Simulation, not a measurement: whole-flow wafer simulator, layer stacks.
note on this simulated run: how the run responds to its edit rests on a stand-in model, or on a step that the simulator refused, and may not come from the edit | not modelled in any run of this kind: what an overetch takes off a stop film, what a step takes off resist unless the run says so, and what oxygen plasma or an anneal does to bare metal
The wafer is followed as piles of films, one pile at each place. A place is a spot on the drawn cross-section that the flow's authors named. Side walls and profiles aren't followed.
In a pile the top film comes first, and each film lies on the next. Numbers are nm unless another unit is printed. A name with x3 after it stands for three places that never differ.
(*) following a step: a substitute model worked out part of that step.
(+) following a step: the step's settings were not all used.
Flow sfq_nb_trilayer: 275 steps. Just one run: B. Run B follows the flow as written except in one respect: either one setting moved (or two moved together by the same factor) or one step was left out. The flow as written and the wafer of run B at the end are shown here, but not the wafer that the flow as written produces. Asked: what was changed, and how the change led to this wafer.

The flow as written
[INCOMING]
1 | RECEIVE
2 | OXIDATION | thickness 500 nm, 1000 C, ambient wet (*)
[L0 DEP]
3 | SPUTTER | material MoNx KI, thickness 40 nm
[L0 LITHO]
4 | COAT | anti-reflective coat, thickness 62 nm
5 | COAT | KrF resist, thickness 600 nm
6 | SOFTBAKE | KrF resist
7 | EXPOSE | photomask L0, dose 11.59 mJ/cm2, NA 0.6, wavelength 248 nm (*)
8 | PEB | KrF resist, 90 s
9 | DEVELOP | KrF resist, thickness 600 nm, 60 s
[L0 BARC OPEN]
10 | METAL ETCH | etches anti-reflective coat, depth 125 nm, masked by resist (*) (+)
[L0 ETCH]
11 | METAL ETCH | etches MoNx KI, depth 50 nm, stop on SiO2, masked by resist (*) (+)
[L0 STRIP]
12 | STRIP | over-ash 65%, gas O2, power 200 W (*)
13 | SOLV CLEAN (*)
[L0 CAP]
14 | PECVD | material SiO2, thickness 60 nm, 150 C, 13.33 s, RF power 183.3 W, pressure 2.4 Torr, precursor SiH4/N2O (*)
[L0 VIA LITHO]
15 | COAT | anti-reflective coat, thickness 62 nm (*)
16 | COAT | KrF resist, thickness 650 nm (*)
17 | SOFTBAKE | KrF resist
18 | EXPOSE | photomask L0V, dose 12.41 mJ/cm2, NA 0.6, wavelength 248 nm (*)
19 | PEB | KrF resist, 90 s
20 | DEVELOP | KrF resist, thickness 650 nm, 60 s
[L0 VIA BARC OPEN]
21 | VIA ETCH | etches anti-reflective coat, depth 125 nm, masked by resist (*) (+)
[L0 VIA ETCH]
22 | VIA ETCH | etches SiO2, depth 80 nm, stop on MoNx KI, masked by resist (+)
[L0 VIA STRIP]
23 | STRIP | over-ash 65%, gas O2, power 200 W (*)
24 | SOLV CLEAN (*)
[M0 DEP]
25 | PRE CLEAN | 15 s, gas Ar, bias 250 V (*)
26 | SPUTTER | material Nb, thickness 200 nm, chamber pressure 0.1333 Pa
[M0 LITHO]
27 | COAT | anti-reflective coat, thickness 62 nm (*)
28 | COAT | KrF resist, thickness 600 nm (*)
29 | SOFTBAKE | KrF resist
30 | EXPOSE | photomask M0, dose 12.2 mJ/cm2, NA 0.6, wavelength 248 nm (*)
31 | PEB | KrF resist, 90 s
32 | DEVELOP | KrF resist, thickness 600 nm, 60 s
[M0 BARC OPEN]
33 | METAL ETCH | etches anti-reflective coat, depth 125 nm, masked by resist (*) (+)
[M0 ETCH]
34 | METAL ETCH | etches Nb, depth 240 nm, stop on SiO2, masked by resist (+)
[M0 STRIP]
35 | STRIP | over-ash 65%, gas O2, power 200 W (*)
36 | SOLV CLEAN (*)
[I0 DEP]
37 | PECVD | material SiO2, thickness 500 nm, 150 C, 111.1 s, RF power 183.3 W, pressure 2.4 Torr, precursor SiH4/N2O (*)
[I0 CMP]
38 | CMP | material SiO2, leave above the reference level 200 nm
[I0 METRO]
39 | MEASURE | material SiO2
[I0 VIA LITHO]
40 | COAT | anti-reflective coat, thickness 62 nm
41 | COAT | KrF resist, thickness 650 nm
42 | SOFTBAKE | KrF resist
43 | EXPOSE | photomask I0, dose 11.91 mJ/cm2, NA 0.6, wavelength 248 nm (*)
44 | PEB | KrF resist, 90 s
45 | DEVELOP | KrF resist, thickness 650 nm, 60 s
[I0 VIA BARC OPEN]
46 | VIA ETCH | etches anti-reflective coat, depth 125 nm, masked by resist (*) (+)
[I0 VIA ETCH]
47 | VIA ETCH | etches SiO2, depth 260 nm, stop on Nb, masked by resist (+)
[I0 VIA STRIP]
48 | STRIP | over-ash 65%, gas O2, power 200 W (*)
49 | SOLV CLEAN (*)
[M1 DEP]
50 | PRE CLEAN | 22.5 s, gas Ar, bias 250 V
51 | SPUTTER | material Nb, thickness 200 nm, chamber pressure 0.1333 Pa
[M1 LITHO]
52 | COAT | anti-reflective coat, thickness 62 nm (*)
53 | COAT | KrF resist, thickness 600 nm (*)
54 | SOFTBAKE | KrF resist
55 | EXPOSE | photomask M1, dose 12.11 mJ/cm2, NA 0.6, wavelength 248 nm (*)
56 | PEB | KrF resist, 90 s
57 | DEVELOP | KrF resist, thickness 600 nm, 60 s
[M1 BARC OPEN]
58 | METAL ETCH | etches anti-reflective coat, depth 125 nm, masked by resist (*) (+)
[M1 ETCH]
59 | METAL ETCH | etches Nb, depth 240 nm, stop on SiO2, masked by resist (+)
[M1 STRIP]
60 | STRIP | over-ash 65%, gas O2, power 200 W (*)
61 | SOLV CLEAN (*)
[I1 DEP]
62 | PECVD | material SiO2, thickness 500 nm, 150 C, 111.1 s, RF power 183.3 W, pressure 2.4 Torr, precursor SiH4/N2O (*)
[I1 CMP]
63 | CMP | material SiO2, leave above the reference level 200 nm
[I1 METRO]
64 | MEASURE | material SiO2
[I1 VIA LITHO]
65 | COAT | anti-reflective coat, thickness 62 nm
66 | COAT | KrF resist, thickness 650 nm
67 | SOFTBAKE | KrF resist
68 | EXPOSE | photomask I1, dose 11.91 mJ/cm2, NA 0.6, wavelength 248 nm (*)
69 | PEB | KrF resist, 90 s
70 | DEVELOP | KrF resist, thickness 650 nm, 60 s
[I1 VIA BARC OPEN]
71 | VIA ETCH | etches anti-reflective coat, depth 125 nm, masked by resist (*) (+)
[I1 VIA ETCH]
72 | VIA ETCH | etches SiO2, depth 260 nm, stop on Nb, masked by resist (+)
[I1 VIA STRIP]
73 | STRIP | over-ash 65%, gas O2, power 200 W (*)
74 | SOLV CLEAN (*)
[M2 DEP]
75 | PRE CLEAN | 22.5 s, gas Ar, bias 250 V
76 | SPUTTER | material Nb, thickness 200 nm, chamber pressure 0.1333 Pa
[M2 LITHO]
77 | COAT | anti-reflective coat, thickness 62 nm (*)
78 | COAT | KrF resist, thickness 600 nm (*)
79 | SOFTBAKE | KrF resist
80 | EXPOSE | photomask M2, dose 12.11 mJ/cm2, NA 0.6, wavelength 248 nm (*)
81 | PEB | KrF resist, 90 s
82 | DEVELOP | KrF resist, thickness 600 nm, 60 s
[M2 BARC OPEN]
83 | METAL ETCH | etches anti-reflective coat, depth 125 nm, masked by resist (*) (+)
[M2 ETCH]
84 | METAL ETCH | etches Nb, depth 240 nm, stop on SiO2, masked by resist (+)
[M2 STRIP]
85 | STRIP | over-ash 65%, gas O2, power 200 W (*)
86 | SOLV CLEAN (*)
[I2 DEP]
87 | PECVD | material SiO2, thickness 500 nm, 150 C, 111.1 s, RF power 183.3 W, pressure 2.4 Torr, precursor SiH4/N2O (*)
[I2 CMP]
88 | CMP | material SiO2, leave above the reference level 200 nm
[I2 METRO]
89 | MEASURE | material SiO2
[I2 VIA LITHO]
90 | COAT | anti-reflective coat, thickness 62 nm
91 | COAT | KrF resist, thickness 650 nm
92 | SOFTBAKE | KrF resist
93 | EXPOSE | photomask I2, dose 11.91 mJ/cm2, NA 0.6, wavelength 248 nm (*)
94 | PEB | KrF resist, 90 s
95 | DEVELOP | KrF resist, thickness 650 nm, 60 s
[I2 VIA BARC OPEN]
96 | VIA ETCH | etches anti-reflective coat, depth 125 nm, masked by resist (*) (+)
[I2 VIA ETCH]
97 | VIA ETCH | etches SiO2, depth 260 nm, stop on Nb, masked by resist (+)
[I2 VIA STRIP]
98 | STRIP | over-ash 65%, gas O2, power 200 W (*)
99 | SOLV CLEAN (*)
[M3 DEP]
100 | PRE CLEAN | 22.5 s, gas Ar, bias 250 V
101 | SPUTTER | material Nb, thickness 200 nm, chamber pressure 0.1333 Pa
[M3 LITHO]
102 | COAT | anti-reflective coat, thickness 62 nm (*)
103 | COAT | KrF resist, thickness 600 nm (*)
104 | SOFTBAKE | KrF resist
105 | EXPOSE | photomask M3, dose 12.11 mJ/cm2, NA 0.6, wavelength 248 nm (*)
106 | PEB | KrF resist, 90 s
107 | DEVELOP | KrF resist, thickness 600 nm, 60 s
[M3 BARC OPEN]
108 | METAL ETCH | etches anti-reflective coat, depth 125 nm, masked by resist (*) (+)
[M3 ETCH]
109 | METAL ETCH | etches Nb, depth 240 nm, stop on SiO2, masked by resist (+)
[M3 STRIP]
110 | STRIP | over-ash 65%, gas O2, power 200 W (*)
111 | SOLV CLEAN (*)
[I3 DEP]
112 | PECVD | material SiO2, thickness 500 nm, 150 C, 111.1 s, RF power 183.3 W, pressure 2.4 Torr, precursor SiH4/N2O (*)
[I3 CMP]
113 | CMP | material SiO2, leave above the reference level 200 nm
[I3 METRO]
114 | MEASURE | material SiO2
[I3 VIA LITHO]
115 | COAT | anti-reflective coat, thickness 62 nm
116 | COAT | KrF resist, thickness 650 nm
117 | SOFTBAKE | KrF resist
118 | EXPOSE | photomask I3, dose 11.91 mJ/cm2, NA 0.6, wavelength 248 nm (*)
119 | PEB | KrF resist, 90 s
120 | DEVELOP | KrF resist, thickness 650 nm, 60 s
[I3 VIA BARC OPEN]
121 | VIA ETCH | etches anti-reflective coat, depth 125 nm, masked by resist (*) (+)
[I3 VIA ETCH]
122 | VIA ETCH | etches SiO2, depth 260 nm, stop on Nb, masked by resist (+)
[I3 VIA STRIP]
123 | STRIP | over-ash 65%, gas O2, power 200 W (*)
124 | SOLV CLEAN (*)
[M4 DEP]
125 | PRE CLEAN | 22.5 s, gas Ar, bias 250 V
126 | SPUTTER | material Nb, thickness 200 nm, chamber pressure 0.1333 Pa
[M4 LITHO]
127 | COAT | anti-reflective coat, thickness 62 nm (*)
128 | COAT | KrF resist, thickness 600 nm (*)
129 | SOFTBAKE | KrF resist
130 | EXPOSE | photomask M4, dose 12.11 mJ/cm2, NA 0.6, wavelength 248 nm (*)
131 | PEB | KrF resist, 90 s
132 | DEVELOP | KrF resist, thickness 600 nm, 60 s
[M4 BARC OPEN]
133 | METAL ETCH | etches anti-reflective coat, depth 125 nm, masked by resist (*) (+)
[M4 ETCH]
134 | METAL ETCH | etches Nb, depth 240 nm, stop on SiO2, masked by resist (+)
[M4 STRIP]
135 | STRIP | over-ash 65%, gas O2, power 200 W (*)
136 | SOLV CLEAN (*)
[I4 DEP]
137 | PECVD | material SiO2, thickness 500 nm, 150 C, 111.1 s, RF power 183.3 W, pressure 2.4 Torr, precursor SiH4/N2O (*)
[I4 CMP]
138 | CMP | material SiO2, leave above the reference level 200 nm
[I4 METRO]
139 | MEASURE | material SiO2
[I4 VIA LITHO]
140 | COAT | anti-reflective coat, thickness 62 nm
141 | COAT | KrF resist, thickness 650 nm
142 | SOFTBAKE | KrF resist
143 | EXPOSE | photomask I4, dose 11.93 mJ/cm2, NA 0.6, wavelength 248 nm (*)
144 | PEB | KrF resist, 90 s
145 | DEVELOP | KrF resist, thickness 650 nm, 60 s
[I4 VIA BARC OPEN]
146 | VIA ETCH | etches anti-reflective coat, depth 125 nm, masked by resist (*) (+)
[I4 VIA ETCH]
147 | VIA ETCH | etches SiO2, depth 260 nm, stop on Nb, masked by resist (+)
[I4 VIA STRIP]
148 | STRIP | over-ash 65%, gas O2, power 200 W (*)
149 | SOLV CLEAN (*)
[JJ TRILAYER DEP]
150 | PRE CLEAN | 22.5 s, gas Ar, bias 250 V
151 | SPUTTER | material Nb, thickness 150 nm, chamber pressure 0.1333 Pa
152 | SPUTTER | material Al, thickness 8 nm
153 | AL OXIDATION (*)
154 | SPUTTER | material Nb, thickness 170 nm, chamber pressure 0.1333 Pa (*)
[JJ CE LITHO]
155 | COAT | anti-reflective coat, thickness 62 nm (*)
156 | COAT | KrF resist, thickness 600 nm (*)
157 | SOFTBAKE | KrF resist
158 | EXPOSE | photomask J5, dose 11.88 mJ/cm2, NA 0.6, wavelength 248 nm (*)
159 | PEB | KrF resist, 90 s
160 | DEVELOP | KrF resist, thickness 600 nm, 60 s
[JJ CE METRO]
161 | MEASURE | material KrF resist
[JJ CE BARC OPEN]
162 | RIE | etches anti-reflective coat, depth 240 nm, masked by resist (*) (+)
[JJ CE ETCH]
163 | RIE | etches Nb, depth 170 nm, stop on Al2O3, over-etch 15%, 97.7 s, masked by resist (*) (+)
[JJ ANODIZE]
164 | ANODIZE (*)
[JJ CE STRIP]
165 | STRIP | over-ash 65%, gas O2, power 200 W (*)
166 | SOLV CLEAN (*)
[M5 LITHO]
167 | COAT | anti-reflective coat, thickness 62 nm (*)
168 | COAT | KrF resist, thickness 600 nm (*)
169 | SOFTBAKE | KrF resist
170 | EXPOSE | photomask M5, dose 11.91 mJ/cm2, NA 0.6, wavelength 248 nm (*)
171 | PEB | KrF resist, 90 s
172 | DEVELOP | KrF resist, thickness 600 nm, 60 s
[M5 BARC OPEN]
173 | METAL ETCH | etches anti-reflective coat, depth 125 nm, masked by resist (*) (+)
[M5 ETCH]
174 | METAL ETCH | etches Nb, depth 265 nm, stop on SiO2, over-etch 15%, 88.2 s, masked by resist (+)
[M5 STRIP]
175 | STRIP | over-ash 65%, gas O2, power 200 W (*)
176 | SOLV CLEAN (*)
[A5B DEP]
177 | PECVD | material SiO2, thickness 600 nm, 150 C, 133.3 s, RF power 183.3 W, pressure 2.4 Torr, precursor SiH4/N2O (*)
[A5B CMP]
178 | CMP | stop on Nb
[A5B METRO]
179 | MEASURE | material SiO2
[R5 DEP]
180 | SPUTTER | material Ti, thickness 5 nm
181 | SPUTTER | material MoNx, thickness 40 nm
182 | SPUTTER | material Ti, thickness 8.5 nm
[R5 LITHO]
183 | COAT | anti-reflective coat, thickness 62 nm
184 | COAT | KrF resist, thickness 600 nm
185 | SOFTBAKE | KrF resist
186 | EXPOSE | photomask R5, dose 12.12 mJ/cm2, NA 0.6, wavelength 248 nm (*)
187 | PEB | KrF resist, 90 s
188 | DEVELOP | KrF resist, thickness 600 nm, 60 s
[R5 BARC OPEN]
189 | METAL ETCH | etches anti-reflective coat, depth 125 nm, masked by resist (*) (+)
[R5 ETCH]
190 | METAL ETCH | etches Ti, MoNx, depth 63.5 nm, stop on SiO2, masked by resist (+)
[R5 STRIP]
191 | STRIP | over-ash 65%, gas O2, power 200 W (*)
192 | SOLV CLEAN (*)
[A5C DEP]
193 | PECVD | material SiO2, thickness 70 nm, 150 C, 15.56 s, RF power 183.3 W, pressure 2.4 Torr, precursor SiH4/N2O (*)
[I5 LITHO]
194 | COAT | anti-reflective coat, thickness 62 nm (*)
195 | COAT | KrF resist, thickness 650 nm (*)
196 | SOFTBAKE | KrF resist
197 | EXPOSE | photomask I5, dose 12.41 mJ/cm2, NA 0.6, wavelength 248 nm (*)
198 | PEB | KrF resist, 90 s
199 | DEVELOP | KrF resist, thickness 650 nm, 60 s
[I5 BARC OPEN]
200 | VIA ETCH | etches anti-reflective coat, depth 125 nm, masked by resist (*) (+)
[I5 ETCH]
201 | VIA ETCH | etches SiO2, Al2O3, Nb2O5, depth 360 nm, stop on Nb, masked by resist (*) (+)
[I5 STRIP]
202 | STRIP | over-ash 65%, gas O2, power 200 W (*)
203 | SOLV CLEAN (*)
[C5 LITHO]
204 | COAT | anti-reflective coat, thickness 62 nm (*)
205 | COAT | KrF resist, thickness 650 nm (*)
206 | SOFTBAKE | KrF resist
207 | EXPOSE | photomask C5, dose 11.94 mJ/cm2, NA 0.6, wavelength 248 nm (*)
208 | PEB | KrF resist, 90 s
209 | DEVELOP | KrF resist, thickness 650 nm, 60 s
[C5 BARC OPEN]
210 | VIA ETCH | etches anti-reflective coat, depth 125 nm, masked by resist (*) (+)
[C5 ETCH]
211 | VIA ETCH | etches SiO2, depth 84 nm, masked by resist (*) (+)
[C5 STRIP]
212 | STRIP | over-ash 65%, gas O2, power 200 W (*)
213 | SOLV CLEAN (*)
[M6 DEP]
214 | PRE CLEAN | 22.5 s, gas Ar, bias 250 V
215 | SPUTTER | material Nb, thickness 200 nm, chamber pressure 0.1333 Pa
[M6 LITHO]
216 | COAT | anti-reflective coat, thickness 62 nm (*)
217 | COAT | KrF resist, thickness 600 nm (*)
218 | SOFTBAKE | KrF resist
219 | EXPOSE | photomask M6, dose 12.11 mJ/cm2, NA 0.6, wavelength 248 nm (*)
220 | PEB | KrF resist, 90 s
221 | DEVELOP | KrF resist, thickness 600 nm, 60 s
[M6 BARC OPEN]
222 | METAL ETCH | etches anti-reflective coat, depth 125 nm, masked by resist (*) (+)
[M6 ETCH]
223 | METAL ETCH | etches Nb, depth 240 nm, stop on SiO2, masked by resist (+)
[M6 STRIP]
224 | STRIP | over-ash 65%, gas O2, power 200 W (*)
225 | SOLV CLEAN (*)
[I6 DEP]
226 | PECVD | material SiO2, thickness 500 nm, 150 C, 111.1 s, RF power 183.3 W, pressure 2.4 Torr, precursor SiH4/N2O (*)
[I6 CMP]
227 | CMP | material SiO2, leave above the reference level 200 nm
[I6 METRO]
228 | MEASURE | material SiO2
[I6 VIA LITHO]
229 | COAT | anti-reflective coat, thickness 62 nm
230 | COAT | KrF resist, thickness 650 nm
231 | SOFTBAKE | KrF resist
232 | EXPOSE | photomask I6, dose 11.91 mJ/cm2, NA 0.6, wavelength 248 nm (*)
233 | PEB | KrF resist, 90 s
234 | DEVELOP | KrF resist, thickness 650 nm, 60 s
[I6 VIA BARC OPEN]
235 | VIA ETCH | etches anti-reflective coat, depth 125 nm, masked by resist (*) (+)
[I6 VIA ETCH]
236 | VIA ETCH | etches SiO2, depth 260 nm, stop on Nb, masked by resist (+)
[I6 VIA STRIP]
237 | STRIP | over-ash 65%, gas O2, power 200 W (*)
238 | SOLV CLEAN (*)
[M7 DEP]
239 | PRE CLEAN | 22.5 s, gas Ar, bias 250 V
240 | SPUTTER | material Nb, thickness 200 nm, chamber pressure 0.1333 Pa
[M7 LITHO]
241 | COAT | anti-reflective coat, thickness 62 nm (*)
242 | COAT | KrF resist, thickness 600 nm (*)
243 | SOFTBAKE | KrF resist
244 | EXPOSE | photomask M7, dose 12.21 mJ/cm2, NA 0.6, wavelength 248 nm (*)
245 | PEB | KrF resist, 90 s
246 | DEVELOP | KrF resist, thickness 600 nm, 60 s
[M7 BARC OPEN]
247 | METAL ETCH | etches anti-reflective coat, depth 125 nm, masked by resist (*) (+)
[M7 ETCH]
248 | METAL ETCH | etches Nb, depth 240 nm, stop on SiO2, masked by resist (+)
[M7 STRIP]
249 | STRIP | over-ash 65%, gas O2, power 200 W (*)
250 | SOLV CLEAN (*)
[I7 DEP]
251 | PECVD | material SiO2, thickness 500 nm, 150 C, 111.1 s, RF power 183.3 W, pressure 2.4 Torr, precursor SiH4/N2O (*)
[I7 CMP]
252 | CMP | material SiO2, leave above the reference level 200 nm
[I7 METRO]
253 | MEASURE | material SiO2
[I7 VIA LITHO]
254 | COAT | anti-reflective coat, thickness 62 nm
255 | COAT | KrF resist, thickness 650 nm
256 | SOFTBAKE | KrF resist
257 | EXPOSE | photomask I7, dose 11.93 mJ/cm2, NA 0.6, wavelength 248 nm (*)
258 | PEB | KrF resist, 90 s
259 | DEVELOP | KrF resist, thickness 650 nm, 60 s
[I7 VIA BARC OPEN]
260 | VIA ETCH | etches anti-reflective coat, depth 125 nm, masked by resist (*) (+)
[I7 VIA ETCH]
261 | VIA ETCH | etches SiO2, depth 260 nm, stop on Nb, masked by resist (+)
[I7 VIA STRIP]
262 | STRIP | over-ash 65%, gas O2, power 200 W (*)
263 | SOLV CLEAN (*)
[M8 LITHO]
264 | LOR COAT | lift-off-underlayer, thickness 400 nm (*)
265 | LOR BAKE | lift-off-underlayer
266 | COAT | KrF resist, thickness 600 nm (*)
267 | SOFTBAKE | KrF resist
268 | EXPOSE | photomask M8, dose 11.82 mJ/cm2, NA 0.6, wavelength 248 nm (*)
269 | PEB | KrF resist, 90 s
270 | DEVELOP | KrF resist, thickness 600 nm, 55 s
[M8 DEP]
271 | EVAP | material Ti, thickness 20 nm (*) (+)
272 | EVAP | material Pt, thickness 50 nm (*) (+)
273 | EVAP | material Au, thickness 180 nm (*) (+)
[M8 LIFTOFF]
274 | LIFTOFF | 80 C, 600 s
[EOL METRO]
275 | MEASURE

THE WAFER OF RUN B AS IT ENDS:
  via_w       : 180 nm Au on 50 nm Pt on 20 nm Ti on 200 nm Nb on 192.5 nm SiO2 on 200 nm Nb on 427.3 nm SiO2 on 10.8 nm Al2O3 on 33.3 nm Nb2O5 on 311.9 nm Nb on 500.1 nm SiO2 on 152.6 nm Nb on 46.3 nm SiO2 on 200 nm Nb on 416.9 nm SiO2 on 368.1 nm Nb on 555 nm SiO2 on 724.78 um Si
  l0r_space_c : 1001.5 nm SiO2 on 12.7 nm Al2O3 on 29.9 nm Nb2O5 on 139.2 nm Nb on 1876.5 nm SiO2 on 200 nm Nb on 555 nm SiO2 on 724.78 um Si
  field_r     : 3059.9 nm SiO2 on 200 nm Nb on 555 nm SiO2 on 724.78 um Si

Cause: step 88, CMP: leave above the reference level 314 nm was run, while the flow as written has leave above the reference level 200 nm.

The path from the change to this, step by step:
  88 | CMP | material SiO2, leave above the reference level 200 nm
      field_l, be, be_sur and 81 more: nothing (it would be, as written: SiO2 loses 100)
      v_sur, via_wl, via_w and 18 more: SiO2 loses 186 (it would be, as written: SiO2 loses 300)
      (and at 1 other place as well)
  90 | COAT | anti-reflective coat, thickness 62 nm
      m0r_space_l, m0r_space_r, m6r_space_l x2, m7r_space_l, m7r_space_r: anti-reflective coat gains 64 (new film) (it would be, as written: anti-reflective coat gains 62 (new film))
      field_l, r5r_line_c: anti-reflective coat gains 64.2 (new film) (it would be, as written: anti-reflective coat gains 62 (new film))
      (and at 19 other places as well)
  97 | VIA ETCH | etches SiO2, depth 260 nm, stop on Nb, masked by resist (+)
      via_w: SiO2 loses 260 (it would be, as written: SiO2 loses 199.8 (all of it))
  98 | STRIP | over-ash 65%, gas O2, power 200 W (*)
      m0r_space_l, m0r_space_r, m6r_space_l x2, m7r_space_l, m7r_space_r: KrF resist loses 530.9 (all of it), anti-reflective coat loses 64 (all of it) (it would be, as written: KrF resist loses 528.6 (all of it), anti-reflective coat loses 62 (all of it))
      m5r_linepad_l, m5r_linepad_r: KrF resist loses 526.6 (all of it), anti-reflective coat loses 68.4 (all of it) (it would be, as written: KrF resist loses 528.6 (all of it), anti-reflective coat loses 62 (all of it))
      (and at 19 other places as well)
  100 | PRE CLEAN | 22.5 s, gas Ar, bias 250 V
      via_w: SiO2 loses 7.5 (it would be, as written: Nb loses 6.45)
  101 | SPUTTER | material Nb, thickness 200 nm, chamber pressure 0.1333 Pa
      via_w: Nb gains 152.6 (new film) (it would be, as written: Nb gains 165.5)
  102 | COAT | anti-reflective coat, thickness 62 nm (*)
      wl_g_sr, m0r_space_l, m0r_space_r, m6r_space_l x2, m7r_space_l, m7r_space_r: anti-reflective coat gains 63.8 (new film) (it would be, as written: anti-reflective coat gains 62 (new film))
      p3_s0, r5r_line_c: anti-reflective coat gains 63.6 (new film) (it would be, as written: anti-reflective coat gains 62 (new film))
      (and at 20 other places as well)
  103 | COAT | KrF resist, thickness 600 nm (*)
      via_w: KrF resist gains 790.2 (new film) (it would be, as written: KrF resist gains 737.9 (new film))
  108 | METAL ETCH | etches anti-reflective coat, depth 125 nm, masked by resist (*) (+)
      wl_g_sr, m0r_space_l, m0r_space_r, m6r_space_l x2, m7r_space_l, m7r_space_r: anti-reflective coat loses 63.8 (all of it) (it would be, as written: anti-reflective coat loses 62 (all of it))
      p3_s0, r5r_line_c: anti-reflective coat loses 63.6 (all of it) (it would be, as written: anti-reflective coat loses 62 (all of it))
      (and at 11 other places as well)
  110 | STRIP | over-ash 65%, gas O2, power 200 W (*)
      v_sur: KrF resist loses 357 (all of it), anti-reflective coat loses 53 (all of it) (it would be, as written: KrF resist loses 365.3 (all of it), anti-reflective coat loses 61.1 (all of it))
      via_wl: KrF resist loses 377.1 (all of it), anti-reflective coat loses 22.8 (all of it) (it would be, as written: KrF resist loses 384.2 (all of it), anti-reflective coat loses 34.2 (all of it))
      (and at 8 other places as well)
  112 | PECVD | material SiO2, thickness 500 nm, 150 C, 111.1 s, RF power 183.3 W, pressure 2.4 Torr, precursor SiH4/N2O (*)
      via_w: SiO2 gains 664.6 (new film) (it would be, as written: SiO2 gains 615 (new film))
  113 | CMP | material SiO2, leave above the reference level 200 nm
      field_l, be, be_sur and 64 more: SiO2 loses 86 (it would be, as written: SiO2 loses 100)
      p4_w1, p4_w2, p4_w3 and 6 more: SiO2 loses 286 (it would be, as written: SiO2 loses 300)
      (and at 9 other places as well)
With metal films that touch counted as one body, via_w has 6 bodies (between them, from the top down: SiO2 192.5; SiO2 427.3 / Al2O3 10.8 / Nb2O5 33.3; SiO2 500.1; SiO2 46.3; SiO2 416.9); the flow as written gives 5 bodies (between them, from the top down: SiO2 192.5; SiO2 427.3 / Al2O3 10.8 / Nb2O5 33.3; SiO2 425.9; SiO2 416.9).
